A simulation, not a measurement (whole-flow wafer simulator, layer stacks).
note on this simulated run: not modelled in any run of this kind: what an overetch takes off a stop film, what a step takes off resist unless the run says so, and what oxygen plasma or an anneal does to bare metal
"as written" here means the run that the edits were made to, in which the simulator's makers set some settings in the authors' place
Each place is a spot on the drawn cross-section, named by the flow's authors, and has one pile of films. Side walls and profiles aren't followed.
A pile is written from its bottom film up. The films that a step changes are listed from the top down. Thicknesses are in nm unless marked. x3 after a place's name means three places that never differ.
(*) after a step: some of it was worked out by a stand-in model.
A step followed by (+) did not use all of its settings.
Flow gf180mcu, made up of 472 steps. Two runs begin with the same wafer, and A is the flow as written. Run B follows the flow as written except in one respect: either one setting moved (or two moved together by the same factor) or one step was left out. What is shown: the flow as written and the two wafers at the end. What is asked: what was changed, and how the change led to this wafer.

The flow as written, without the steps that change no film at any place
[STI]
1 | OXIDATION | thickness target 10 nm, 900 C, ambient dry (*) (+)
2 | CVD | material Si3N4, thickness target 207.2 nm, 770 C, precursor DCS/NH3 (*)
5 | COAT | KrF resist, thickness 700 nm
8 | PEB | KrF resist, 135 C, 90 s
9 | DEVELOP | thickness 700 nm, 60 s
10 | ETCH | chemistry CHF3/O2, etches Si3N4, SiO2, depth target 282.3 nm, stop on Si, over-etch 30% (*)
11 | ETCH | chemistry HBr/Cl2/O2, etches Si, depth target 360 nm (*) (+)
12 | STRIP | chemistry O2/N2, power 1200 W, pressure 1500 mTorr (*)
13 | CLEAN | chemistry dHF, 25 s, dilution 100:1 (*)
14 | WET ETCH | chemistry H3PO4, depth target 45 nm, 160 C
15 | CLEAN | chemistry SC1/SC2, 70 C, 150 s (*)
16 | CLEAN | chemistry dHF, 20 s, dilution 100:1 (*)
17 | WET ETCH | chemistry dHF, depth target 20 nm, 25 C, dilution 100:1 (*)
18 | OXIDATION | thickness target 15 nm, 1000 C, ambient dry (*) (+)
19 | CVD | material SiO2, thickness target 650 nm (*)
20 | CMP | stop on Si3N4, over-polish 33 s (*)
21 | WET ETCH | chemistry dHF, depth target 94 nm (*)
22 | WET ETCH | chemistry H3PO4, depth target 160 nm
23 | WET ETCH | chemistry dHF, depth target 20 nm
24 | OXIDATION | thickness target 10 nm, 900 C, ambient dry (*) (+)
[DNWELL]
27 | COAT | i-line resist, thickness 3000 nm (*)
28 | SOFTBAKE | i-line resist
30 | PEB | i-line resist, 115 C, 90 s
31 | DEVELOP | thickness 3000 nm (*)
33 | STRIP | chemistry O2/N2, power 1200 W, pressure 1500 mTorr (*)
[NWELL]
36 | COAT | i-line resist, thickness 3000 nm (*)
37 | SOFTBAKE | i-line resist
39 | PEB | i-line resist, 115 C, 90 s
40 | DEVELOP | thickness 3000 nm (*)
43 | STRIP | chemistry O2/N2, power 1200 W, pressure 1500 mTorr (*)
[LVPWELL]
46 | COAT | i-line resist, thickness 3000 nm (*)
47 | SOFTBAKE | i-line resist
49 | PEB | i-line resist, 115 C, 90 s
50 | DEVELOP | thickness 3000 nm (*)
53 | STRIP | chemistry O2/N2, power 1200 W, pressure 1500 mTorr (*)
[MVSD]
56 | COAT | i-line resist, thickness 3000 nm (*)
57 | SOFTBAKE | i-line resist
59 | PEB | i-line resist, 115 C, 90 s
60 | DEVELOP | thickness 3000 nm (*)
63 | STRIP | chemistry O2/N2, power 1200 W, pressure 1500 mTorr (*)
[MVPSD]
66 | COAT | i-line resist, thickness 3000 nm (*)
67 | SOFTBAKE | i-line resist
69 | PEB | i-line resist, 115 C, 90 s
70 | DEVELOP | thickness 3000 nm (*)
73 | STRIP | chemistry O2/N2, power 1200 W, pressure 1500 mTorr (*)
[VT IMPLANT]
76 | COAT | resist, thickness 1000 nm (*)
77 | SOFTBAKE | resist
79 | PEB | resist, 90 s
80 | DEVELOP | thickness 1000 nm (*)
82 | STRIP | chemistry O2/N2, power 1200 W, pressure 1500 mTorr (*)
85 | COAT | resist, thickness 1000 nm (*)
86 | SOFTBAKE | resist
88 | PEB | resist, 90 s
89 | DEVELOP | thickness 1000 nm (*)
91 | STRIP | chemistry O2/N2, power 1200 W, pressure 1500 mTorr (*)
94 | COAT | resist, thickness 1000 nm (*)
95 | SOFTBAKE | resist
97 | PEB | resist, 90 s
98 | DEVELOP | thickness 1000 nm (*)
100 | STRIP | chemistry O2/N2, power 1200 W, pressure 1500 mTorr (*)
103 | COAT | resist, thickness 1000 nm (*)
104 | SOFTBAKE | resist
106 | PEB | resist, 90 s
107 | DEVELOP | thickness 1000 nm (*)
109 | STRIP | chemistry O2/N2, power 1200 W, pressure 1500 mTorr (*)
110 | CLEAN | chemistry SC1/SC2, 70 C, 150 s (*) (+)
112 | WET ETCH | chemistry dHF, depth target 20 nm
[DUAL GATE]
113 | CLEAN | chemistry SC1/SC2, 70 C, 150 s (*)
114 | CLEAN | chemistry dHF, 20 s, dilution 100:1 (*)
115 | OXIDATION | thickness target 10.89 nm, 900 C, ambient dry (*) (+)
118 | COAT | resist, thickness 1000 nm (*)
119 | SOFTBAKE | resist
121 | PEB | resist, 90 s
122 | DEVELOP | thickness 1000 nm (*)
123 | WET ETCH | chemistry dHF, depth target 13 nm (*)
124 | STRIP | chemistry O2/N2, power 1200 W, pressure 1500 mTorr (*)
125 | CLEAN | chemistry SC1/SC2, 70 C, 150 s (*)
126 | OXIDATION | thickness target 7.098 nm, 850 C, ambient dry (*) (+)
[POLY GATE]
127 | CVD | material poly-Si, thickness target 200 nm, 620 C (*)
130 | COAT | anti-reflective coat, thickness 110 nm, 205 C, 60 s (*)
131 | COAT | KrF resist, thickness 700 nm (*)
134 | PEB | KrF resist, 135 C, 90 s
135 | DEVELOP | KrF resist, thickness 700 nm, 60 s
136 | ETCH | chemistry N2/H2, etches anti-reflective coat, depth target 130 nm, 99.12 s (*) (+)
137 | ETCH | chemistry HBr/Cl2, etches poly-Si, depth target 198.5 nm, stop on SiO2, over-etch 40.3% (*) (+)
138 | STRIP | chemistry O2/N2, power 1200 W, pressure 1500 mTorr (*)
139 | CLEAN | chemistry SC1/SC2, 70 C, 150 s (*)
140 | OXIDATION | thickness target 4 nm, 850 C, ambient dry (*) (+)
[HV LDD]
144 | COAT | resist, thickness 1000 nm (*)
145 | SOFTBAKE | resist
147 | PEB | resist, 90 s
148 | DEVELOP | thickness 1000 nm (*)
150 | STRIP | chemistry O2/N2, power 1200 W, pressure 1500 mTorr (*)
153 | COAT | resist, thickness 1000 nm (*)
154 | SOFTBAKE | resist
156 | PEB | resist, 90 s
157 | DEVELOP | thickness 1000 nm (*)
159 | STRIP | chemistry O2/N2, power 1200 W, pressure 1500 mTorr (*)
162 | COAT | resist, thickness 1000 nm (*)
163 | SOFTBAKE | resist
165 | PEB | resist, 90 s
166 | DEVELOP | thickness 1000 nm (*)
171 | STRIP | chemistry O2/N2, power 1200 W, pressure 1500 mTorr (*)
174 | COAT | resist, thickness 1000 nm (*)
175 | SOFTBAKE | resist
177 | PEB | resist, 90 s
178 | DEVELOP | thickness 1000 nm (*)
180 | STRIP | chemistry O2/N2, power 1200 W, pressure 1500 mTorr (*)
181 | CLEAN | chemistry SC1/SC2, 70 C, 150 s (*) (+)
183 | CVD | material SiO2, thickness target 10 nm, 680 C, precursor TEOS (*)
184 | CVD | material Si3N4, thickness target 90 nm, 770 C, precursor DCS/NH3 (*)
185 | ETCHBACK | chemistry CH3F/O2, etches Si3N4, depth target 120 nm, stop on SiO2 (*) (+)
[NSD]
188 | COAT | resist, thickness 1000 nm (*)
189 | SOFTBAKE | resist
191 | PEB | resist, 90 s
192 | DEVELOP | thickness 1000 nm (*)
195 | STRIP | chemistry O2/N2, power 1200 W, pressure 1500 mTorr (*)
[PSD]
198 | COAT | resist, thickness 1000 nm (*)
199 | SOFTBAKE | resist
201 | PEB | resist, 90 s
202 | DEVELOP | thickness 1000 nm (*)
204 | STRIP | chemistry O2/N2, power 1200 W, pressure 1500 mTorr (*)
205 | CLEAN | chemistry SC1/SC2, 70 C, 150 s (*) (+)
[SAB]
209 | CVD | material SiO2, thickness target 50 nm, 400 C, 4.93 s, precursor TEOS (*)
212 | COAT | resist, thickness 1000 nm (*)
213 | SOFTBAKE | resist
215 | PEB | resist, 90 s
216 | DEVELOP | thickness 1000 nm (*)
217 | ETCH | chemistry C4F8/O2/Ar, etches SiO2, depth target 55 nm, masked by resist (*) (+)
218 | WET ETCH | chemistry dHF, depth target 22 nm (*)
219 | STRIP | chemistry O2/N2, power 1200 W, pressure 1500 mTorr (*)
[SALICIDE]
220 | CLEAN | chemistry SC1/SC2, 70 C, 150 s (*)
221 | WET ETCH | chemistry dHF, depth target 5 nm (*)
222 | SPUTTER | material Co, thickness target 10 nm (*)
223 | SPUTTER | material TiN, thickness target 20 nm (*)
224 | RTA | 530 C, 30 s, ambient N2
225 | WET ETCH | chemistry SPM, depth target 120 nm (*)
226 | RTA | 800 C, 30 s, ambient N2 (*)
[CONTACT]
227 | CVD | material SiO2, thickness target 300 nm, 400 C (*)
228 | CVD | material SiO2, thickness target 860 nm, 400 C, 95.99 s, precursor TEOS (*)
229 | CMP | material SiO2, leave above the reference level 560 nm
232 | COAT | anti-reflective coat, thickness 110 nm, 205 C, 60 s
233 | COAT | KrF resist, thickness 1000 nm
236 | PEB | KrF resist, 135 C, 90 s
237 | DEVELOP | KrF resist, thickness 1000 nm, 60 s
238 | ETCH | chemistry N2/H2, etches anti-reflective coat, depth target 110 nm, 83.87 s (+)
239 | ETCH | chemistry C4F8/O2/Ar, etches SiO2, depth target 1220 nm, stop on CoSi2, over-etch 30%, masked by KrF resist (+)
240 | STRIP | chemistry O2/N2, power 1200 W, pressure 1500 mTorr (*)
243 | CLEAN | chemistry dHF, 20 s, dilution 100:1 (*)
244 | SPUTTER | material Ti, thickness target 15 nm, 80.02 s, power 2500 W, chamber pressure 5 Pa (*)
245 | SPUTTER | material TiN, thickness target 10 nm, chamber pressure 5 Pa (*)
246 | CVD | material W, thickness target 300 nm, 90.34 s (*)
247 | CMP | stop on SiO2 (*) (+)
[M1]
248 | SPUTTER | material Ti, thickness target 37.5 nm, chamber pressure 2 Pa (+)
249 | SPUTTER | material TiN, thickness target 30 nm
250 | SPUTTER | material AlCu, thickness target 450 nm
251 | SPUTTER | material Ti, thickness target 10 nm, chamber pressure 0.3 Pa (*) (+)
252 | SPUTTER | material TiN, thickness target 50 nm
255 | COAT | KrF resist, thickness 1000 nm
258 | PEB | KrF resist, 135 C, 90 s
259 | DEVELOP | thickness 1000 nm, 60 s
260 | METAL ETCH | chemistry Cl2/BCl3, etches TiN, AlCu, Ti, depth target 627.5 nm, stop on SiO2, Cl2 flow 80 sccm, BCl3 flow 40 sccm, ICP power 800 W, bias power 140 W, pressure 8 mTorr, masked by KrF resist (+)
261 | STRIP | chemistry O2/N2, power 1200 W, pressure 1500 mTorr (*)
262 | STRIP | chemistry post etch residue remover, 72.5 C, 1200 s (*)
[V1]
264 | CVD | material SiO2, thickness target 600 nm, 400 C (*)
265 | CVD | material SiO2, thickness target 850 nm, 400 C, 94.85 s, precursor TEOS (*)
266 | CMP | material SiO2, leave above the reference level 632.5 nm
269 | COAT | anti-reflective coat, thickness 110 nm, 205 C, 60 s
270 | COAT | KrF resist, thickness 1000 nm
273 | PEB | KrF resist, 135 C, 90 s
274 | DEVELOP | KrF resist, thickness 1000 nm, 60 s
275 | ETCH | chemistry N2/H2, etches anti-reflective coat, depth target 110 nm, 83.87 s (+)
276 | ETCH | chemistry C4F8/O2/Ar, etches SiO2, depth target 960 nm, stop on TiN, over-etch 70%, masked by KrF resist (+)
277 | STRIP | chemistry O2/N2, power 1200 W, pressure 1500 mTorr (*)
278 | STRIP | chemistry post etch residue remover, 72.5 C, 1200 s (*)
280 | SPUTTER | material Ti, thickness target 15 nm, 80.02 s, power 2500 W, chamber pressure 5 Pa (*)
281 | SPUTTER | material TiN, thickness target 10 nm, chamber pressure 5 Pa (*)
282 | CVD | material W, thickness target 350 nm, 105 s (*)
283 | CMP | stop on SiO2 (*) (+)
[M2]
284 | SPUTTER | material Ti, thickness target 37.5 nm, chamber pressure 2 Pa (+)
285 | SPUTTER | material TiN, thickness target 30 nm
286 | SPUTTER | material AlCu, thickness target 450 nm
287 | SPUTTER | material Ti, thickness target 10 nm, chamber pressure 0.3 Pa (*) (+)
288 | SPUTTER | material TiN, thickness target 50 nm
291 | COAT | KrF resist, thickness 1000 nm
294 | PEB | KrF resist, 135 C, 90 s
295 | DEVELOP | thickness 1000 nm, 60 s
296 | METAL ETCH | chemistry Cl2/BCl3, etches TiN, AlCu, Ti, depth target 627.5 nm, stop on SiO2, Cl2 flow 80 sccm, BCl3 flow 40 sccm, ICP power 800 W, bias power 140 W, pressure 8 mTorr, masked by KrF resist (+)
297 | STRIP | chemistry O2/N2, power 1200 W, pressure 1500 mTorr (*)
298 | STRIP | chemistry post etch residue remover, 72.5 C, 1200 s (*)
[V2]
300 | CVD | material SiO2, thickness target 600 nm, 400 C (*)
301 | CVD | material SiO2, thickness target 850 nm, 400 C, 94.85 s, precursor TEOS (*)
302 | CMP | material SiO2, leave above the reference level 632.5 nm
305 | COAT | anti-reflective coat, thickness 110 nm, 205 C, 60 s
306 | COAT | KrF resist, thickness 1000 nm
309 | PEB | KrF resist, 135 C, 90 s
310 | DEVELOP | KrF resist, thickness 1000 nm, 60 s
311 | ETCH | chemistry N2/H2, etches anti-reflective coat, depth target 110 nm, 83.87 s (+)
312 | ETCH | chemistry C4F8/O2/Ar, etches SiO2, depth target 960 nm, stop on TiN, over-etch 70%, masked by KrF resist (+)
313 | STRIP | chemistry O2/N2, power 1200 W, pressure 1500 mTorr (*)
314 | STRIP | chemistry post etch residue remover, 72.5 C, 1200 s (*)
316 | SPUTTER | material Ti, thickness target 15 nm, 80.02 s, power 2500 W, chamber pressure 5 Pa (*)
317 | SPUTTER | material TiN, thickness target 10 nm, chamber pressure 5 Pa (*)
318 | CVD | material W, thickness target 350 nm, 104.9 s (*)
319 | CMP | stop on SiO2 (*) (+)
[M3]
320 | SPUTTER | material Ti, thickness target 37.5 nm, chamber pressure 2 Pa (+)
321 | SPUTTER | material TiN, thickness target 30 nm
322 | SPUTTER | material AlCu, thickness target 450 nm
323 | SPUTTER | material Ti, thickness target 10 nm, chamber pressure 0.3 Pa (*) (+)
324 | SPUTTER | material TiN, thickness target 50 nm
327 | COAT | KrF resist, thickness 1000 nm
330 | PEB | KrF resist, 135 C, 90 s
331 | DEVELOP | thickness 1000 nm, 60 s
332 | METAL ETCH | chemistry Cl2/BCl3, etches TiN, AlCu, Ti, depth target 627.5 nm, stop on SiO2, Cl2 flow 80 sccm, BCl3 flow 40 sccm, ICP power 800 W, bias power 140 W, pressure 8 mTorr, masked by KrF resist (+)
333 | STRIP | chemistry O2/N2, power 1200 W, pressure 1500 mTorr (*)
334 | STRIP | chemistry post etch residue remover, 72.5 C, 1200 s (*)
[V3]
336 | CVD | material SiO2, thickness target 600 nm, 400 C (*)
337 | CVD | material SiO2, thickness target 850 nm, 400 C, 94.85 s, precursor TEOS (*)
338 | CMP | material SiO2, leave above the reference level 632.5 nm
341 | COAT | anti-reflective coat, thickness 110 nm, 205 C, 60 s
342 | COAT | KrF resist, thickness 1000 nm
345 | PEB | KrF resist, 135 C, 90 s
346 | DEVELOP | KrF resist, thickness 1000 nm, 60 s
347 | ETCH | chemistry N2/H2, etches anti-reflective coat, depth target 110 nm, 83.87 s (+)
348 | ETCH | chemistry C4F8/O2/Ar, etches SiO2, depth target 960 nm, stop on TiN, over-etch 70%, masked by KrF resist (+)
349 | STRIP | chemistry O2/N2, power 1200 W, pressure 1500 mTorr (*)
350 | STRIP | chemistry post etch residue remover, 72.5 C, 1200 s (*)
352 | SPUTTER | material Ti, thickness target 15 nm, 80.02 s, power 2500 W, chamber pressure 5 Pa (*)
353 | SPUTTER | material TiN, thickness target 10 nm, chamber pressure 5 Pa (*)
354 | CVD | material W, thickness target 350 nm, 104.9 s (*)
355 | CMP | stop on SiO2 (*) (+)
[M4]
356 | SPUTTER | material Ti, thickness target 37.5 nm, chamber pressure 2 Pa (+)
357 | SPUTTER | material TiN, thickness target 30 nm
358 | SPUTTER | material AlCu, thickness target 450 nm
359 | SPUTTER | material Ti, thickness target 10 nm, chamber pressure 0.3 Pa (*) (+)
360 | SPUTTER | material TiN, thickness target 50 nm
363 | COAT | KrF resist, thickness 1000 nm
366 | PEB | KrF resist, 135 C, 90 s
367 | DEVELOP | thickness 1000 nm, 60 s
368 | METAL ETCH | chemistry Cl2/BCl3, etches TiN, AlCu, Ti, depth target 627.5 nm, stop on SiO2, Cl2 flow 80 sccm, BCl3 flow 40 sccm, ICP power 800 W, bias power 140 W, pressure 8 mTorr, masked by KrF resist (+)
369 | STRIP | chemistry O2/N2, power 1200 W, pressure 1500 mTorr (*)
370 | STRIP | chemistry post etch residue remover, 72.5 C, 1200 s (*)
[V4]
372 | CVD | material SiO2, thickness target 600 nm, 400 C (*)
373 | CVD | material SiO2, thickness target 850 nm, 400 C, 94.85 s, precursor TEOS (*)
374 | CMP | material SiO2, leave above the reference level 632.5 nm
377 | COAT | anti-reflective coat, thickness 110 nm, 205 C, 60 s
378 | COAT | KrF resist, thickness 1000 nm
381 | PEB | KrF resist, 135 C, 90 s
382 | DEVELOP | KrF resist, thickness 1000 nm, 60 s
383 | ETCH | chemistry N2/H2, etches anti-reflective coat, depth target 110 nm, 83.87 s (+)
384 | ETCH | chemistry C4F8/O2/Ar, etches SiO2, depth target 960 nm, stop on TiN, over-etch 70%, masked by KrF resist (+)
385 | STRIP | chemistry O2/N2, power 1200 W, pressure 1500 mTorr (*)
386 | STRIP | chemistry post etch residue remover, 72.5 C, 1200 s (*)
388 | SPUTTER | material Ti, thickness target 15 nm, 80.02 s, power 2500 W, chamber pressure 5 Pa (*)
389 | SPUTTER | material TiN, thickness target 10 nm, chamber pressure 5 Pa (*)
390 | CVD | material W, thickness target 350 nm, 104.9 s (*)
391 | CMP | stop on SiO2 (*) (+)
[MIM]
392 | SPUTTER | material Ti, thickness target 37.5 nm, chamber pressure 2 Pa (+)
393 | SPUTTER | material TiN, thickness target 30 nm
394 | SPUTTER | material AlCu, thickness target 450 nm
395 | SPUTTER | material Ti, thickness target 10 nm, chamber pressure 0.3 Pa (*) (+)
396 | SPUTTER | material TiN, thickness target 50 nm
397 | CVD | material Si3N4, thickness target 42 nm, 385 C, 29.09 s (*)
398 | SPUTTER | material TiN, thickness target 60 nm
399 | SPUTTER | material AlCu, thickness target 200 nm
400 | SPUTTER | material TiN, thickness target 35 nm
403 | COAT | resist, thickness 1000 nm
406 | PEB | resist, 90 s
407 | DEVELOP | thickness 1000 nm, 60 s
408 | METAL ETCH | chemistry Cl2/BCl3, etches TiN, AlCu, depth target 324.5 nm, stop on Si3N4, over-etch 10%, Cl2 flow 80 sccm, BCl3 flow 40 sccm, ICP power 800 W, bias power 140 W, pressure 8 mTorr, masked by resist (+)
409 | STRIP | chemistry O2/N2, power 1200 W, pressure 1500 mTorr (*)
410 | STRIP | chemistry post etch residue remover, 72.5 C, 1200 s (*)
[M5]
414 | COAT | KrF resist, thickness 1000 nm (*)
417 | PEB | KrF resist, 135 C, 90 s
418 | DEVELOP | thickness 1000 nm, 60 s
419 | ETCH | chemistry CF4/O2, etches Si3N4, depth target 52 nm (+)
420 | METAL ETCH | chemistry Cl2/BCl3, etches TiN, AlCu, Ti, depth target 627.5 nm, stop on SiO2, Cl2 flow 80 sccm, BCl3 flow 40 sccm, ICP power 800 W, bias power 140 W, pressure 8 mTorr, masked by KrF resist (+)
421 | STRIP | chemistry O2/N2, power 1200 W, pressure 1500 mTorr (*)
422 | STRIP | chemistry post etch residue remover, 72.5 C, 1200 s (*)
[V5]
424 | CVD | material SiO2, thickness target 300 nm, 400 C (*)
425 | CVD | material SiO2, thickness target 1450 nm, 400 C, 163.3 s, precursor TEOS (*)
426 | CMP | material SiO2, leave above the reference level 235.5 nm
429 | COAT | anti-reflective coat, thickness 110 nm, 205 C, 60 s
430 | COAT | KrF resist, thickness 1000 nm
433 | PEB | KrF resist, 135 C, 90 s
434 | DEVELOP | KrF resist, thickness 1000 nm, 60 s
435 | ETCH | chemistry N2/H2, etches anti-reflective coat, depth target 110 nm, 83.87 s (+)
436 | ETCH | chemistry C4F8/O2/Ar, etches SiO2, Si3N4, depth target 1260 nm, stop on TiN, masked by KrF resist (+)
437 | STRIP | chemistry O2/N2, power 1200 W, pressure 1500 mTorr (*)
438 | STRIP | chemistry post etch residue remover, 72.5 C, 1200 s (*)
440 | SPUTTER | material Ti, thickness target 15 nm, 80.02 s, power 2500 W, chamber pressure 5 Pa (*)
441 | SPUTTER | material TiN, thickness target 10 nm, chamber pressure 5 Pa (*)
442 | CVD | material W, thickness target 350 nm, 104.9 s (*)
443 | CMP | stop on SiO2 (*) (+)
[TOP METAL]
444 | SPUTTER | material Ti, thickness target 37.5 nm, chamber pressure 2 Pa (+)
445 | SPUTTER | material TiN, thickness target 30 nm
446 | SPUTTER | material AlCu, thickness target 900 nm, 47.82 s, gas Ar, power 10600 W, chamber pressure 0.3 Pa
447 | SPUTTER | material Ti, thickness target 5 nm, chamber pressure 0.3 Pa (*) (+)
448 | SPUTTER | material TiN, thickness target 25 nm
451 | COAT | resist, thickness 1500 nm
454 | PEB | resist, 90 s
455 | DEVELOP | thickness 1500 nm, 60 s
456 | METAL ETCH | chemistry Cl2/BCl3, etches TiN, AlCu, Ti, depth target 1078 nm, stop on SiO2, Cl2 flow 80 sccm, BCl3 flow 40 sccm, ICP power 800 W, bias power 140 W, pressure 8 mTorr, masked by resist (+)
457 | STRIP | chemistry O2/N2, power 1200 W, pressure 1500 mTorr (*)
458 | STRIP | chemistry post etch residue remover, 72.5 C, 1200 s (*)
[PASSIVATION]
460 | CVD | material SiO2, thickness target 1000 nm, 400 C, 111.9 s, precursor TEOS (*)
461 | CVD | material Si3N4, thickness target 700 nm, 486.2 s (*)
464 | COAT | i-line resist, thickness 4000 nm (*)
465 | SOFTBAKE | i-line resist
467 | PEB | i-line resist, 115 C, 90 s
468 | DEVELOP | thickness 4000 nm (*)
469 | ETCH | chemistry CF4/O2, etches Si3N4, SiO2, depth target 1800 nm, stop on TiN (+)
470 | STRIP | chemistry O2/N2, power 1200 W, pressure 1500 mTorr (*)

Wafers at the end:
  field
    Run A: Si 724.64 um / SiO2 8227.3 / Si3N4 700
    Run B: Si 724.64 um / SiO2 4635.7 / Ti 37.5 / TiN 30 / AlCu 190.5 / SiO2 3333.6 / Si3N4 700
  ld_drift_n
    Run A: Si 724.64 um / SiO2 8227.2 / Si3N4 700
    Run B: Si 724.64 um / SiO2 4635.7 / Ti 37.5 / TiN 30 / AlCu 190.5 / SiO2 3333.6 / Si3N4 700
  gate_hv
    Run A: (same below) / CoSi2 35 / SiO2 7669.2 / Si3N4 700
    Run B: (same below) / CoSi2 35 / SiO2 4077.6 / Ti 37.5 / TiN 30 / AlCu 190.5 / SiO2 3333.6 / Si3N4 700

What caused this: step 368, METAL ETCH: depth target 313.8 nm was run, while the flow as written has depth target 627.5 nm.

The path from the change to this, step by step:
  368 | METAL ETCH | chemistry Cl2/BCl3, etches TiN, AlCu, Ti, depth target 627.5 nm, stop on SiO2, Cl2 flow 80 sccm, BCl3 flow 40 sccm, ICP power 800 W, bias power 140 W, pressure 8 mTorr, masked by KrF resist (+)
      field, field__w1, field__w2 and 103 more: A -50 TiN (all of it), -10 Ti (all of it), -450 AlCu (all of it), -30 TiN (all of it), -37.5 Ti (all of it) | B -50 TiN (all of it), -10 Ti (all of it), -253.8 AlCu
      field__w8, contact, m1, m1__w1, m1_nw: A -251 KrF resist | B -125.5 KrF resist
  369 | STRIP | chemistry O2/N2, power 1200 W, pressure 1500 mTorr (*)
      field__w8, contact, m1, m1__w1, m1_nw: A -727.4 KrF resist (all of it) | B -852.9 KrF resist (all of it)
  370 | STRIP | chemistry post etch residue remover, 72.5 C, 1200 s (*)
      field, field__w1, field__w2 and 103 more: A nothing | B -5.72 AlCu
  372 | CVD | material SiO2, thickness target 600 nm, 400 C (*)
      field, field__w1, field__w2 and 103 more: A +600 SiO2 | B +600 SiO2 (new film)
  374 | CMP | material SiO2, leave above the reference level 632.5 nm
      field, field__w1, field__w2 and 103 more: A -300 SiO2 | B -558 SiO2
If metal films that touch count as one body, field has 1 body; the flow as written gives 0 bodies.
If metal films that touch count as one body, ld_drift_n has 1 body; the flow as written gives 0 bodies.
If metal films that touch count as one body, gate_hv has 2 bodies (between them, from the top down: SiO2 4077.6); the flow as written gives 1 body.
